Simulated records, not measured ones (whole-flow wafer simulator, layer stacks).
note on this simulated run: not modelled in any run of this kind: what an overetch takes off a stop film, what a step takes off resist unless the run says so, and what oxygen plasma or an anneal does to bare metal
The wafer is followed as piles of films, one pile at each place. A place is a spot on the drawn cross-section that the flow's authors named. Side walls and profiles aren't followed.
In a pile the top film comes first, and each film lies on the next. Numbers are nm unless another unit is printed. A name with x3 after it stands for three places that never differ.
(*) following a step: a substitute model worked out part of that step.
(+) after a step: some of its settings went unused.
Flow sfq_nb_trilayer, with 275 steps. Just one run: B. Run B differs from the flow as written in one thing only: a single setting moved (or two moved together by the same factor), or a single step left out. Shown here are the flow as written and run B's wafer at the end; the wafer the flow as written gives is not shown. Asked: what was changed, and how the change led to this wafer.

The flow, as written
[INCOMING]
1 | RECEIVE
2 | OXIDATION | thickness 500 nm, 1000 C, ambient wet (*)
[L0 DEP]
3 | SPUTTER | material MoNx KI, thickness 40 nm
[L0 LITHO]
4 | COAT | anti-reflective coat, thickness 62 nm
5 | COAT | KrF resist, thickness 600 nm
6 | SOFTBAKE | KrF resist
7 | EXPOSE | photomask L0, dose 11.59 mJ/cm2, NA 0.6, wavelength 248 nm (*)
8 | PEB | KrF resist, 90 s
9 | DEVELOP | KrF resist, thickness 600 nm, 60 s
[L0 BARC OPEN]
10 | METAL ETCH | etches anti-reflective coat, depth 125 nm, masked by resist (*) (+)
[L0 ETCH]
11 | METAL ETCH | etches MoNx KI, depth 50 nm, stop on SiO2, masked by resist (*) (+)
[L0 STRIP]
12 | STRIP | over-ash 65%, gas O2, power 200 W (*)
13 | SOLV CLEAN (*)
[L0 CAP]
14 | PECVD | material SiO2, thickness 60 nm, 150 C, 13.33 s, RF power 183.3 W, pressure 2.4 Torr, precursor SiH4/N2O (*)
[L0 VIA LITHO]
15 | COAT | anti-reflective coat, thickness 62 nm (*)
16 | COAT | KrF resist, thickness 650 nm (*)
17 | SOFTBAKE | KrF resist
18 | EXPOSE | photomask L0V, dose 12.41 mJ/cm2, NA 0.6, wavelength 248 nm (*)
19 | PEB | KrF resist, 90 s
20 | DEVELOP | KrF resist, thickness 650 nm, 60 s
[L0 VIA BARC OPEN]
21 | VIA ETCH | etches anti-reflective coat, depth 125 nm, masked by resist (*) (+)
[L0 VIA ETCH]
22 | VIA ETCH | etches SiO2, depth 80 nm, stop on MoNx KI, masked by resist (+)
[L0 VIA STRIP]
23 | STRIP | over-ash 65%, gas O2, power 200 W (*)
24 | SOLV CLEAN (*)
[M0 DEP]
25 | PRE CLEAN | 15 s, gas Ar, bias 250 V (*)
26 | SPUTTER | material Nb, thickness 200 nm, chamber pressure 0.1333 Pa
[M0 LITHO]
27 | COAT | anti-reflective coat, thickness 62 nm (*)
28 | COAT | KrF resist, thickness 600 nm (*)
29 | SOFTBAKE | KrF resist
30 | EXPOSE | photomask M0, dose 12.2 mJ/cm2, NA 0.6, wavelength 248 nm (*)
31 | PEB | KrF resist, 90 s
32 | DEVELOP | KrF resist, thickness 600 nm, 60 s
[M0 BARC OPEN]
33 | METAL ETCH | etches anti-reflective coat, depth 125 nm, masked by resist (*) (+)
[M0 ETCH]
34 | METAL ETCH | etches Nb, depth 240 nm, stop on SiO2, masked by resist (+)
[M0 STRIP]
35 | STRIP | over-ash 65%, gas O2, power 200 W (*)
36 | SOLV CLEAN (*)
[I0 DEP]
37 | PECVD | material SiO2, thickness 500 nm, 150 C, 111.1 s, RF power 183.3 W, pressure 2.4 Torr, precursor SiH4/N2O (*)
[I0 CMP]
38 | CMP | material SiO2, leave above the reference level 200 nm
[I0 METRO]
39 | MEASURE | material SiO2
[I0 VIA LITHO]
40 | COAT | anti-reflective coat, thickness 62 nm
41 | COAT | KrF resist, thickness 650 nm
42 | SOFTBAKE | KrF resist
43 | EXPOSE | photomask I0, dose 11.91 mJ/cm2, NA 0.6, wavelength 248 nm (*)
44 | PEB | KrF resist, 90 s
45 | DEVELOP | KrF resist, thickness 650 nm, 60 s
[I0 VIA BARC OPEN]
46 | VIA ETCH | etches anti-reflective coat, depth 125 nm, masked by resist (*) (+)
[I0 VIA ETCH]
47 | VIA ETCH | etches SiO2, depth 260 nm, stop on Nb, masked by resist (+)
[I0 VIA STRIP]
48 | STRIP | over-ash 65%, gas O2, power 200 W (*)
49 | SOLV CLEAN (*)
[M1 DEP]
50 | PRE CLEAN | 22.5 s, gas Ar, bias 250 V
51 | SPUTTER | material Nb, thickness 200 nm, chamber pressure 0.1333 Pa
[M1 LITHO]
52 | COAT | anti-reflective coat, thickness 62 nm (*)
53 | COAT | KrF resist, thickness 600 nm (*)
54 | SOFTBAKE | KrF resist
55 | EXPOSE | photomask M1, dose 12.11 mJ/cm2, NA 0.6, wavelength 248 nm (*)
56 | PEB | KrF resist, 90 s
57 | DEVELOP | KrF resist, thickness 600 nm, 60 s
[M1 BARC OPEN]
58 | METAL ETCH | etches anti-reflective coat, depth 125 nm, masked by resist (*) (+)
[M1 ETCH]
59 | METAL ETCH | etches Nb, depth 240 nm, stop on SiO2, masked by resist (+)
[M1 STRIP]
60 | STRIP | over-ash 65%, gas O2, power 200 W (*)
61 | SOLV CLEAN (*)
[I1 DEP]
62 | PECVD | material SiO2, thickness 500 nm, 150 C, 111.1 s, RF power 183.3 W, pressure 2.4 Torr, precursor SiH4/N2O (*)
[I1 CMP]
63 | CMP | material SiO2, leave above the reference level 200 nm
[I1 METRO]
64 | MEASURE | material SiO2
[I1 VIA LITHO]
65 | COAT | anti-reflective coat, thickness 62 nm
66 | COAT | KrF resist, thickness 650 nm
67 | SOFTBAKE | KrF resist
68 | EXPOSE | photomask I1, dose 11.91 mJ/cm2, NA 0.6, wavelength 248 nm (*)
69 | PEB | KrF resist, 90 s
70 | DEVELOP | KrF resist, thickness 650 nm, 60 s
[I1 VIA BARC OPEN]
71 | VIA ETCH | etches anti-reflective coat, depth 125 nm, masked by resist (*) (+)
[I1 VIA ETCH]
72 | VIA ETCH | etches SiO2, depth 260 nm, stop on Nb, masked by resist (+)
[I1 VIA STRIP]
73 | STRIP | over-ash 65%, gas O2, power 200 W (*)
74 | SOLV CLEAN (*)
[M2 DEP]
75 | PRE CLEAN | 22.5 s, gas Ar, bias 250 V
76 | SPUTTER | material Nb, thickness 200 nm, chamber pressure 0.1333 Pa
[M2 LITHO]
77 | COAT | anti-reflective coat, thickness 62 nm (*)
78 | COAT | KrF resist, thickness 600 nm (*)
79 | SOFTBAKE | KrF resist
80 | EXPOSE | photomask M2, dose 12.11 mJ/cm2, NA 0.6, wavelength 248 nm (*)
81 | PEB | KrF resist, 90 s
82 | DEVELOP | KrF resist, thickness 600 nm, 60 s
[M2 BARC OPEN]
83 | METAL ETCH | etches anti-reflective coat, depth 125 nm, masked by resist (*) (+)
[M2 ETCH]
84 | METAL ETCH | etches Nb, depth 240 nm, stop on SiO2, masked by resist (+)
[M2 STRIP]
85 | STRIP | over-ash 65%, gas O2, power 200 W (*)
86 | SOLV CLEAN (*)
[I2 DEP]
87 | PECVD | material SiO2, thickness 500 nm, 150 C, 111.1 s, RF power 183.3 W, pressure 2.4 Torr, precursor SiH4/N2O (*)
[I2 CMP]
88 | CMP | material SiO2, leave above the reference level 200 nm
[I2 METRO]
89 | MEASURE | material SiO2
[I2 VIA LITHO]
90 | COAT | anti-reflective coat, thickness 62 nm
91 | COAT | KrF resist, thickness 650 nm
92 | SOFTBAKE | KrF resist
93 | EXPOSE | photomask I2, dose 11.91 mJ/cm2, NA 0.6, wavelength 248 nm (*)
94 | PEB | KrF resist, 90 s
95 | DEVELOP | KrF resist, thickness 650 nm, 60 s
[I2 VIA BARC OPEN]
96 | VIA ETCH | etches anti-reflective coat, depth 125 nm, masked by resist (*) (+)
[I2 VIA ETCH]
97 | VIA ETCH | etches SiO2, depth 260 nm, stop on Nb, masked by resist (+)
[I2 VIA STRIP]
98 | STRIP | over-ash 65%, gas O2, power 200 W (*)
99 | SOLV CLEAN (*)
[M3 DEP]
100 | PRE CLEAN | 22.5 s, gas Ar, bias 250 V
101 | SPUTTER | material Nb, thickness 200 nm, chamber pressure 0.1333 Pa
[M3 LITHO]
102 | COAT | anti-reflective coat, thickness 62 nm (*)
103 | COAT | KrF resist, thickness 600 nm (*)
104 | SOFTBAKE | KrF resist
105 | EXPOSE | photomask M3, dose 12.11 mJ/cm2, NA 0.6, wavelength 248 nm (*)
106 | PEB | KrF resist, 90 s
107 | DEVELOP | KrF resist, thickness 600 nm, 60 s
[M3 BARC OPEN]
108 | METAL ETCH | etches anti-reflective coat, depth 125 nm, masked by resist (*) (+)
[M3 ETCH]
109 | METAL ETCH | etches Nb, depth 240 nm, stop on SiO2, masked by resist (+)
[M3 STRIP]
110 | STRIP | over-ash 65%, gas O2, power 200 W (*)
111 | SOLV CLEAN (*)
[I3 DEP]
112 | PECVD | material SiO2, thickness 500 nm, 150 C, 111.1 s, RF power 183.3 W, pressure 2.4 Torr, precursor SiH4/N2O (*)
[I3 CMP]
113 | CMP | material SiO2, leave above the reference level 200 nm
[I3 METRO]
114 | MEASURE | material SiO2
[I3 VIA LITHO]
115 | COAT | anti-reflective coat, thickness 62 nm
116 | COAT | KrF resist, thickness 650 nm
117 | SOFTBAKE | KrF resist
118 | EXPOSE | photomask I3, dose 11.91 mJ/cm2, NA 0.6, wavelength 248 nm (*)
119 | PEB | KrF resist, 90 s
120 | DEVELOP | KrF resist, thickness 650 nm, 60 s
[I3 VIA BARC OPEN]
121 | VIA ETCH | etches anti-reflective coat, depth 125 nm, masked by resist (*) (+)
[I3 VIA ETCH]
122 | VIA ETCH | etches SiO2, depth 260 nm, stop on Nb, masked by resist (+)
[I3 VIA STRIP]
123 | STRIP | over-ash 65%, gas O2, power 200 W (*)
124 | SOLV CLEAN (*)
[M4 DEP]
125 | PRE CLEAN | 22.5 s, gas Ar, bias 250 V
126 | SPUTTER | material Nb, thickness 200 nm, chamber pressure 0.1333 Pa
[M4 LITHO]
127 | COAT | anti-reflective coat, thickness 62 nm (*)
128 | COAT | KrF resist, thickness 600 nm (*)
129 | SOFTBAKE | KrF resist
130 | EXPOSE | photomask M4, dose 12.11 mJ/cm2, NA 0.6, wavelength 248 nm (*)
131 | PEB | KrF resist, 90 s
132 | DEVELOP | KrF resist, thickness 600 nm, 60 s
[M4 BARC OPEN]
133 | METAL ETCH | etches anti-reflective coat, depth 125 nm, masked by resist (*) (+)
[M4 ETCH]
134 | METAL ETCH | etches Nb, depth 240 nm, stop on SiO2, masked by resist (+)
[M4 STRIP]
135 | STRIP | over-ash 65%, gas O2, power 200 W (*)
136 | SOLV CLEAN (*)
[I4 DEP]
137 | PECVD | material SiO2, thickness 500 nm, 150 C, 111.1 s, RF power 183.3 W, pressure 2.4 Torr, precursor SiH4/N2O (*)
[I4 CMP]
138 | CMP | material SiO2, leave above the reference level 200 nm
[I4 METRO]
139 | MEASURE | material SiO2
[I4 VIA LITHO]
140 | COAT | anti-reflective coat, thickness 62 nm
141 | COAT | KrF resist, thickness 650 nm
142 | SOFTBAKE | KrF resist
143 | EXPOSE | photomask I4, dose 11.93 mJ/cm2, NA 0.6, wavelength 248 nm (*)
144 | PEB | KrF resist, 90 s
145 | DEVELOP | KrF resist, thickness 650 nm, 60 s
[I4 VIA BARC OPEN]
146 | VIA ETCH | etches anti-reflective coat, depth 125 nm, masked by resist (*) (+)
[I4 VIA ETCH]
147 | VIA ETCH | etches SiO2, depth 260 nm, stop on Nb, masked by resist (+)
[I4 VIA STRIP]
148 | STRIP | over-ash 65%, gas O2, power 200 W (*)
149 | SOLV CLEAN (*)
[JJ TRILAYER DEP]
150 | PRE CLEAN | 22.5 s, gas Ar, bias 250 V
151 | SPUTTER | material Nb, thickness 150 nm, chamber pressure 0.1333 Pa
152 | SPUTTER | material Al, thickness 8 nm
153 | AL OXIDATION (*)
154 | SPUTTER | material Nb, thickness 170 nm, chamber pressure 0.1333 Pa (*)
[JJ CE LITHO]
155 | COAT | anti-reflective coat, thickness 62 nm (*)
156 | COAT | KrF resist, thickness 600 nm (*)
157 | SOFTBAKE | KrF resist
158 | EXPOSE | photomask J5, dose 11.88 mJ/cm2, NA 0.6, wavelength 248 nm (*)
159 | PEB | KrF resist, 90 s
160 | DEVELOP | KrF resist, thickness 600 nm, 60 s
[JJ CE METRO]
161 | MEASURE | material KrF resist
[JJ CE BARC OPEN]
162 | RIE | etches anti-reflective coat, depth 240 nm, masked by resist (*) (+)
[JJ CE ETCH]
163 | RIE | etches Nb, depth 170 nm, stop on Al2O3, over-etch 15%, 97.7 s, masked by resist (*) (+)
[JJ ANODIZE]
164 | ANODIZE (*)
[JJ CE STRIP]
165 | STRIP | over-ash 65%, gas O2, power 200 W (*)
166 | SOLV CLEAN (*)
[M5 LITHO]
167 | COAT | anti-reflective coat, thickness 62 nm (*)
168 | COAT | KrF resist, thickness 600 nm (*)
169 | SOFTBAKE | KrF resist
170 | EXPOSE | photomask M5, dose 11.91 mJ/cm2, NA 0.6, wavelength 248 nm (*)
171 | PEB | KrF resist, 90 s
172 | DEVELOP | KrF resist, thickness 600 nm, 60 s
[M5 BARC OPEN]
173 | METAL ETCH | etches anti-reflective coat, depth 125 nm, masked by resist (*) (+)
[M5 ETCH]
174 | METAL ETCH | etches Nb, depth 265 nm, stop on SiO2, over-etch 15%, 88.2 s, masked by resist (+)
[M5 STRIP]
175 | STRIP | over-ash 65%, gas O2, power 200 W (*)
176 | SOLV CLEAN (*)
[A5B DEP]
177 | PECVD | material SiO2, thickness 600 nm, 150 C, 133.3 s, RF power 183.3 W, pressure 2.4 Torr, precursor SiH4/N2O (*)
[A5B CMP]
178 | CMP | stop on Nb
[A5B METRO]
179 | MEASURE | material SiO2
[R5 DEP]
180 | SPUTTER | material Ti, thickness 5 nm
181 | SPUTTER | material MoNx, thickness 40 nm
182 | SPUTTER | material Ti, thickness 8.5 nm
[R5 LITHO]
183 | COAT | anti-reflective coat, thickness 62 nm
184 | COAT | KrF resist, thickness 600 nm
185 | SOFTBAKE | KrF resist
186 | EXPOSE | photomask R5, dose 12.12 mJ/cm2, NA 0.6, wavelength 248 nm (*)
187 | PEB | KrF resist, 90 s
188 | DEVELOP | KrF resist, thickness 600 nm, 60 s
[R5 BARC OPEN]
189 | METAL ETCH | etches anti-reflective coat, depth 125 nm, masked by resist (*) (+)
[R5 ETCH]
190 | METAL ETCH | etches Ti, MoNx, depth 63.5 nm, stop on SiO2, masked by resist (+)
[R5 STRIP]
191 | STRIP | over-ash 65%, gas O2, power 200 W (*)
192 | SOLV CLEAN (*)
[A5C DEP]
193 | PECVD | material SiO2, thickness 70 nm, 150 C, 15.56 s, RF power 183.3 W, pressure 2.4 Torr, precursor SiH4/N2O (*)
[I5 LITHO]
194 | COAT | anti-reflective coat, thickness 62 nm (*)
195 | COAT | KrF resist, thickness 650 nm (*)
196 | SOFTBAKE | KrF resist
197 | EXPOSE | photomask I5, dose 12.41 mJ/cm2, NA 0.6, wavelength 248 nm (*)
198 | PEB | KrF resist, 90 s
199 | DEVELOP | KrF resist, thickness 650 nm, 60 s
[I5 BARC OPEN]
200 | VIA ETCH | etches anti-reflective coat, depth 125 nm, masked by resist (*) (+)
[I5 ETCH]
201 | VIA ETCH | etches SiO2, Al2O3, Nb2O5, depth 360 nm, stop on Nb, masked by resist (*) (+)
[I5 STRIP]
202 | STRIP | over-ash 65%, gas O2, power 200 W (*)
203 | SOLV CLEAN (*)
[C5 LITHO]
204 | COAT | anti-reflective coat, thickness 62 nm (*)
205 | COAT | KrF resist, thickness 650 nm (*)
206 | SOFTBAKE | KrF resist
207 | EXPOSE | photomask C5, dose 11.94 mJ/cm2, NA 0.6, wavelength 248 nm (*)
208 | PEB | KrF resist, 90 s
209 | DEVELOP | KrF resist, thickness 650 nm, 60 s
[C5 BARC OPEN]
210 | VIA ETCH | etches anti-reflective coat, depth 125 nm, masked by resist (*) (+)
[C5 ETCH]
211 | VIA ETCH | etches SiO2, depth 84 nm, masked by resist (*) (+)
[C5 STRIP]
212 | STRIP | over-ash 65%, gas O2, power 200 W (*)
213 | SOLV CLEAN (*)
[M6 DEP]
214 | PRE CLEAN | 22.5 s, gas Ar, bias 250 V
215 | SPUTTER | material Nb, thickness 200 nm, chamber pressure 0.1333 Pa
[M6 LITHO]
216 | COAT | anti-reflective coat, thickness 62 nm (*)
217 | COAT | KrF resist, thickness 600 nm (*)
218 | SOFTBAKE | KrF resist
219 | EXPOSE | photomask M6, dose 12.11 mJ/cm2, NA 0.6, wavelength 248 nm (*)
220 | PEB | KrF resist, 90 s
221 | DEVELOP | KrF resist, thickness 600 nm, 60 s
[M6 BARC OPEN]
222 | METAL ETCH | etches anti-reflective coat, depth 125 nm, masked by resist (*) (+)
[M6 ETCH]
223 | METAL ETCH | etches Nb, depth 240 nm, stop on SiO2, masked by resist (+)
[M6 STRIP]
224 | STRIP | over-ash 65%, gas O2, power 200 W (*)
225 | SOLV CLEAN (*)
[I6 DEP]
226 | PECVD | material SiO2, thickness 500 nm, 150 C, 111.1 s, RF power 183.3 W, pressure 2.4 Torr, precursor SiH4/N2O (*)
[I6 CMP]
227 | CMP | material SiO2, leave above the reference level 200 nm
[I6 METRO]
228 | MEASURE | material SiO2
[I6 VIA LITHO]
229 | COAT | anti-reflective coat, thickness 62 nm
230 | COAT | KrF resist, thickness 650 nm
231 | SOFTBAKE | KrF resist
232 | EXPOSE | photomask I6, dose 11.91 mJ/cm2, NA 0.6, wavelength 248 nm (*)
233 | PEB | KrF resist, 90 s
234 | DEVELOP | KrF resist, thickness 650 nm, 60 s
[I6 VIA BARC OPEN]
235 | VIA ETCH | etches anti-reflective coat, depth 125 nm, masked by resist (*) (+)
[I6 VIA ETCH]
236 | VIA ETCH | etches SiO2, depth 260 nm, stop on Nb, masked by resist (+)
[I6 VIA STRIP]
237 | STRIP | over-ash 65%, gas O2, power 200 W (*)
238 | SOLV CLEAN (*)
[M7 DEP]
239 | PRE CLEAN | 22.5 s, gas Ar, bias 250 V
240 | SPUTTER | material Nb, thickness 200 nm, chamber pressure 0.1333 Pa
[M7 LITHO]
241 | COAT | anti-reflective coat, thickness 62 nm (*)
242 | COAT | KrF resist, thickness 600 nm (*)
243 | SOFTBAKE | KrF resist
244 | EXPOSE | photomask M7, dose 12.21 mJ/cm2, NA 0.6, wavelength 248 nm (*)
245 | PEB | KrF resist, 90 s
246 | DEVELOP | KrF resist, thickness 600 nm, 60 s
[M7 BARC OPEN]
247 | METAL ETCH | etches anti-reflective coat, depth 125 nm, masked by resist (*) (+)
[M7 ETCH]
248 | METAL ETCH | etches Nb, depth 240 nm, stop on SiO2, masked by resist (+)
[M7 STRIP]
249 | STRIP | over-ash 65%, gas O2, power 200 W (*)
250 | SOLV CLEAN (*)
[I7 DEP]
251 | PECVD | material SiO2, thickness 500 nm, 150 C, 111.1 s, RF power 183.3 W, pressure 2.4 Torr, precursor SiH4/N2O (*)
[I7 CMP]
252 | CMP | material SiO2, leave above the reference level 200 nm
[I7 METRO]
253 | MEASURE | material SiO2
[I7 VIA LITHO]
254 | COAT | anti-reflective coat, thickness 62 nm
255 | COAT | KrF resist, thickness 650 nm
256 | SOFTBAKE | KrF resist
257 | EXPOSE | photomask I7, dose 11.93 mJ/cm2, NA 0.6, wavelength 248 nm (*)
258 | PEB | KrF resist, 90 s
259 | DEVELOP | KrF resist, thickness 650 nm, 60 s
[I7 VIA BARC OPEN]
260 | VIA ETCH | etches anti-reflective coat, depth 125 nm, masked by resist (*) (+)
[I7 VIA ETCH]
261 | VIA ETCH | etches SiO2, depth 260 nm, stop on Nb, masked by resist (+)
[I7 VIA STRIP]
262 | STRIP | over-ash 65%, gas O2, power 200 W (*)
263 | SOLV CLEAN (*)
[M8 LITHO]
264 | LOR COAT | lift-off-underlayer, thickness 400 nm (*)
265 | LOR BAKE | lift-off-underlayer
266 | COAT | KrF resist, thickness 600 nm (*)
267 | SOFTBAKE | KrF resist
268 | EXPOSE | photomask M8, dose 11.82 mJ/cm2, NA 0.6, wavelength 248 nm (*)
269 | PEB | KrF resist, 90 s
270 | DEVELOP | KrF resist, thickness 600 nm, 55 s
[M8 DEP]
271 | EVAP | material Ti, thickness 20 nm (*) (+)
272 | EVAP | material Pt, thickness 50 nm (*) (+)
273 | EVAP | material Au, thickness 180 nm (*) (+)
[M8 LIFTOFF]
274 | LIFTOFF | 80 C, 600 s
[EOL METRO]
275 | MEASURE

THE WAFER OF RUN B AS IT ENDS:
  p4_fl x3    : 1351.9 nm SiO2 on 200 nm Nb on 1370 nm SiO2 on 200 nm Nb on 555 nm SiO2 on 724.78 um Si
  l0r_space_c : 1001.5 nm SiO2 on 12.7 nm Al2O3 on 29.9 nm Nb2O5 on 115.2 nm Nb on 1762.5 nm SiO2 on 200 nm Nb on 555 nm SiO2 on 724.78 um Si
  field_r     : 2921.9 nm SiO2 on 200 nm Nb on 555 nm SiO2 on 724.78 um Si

Cause: step 151, SPUTTER: thickness 126 nm was run, though the flow has thickness 150 nm.

How this came from the change, step by step:
  151 | SPUTTER | material Nb, thickness 150 nm, chamber pressure 0.1333 Pa
      field_l, v_sur, via_sp and 100 more: +126 Nb (new film) (as written it would have been: +150 Nb (new film))
      via_wl, via_w, via_wr: +109.3 Nb (as written it would have been: +130.4 Nb)
  155 | COAT | anti-reflective coat, thickness 62 nm (*)
      via_wl, via_wr: +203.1 anti-reflective coat (new film) (as written it would have been: +209.4 anti-reflective coat (new film))
  162 | RIE | etches anti-reflective coat, depth 240 nm, masked by resist (*) (+)
      ce_l, c5j, ce_r, wl_jj: -203.1 KrF resist (as written it would have been: -209.4 KrF resist)
      via_wl, via_wr: -203.1 anti-reflective coat (all of it) (as written it would have been: -209.4 anti-reflective coat (all of it))
  165 | STRIP | over-ash 65%, gas O2, power 200 W (*)
      ce_l: -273 KrF resist (all of it), -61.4 anti-reflective coat (all of it) (as written it would have been: -266.8 KrF resist (all of it), -61.4 anti-reflective coat (all of it))
      c5j: -273.1 KrF resist (all of it), -61.5 anti-reflective coat (all of it) (as written it would have been: -266.9 KrF resist (all of it), -61.5 anti-reflective coat (all of it))
      (as well as at 2 more places)
  167 | COAT | anti-reflective coat, thickness 62 nm (*)
      via_wl: +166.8 anti-reflective coat (new film) (as written it would have been: +170.5 anti-reflective coat (new film))
      via_wr: +166.8 anti-reflective coat (new film) (as written it would have been: +170.6 anti-reflective coat (new film))
      (as well as at 2 more places)
  174 | METAL ETCH | etches Nb, depth 265 nm, stop on SiO2, over-etch 15%, 88.2 s, masked by resist (+)
      field_l, r_sur, res and 50 more: -12.6 Al2O3 (all of it), -29.9 Nb2O5 (all of it), -115.2 Nb (all of it), -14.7 SiO2 (as written it would have been: -12.6 Al2O3 (all of it), -29.9 Nb2O5 (all of it), -139.2 Nb (all of it), -12.3 SiO2)
  175 | STRIP | over-ash 65%, gas O2, power 200 W (*)
      via_wl: -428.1 KrF resist (all of it), -166.8 anti-reflective coat (all of it) (as written it would have been: -427 KrF resist (all of it), -170.5 anti-reflective coat (all of it))
      via_wr: -428.7 KrF resist (all of it), -166.8 anti-reflective coat (all of it) (as written it would have been: -427.6 KrF resist (all of it), -170.6 anti-reflective coat (all of it))
      (as well as at 2 more places)
  178 | CMP | stop on Nb
      field_l, p4_fl x3, p4_w1 x9 and 29 more: -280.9 SiO2 (as written it would have been: -259.3 SiO2)
      r_sur, res, r_end, moat, field_r, lsp_l: -274.7 SiO2 (as written it would have been: -252.3 SiO2)
      (as well as at 5 more places)
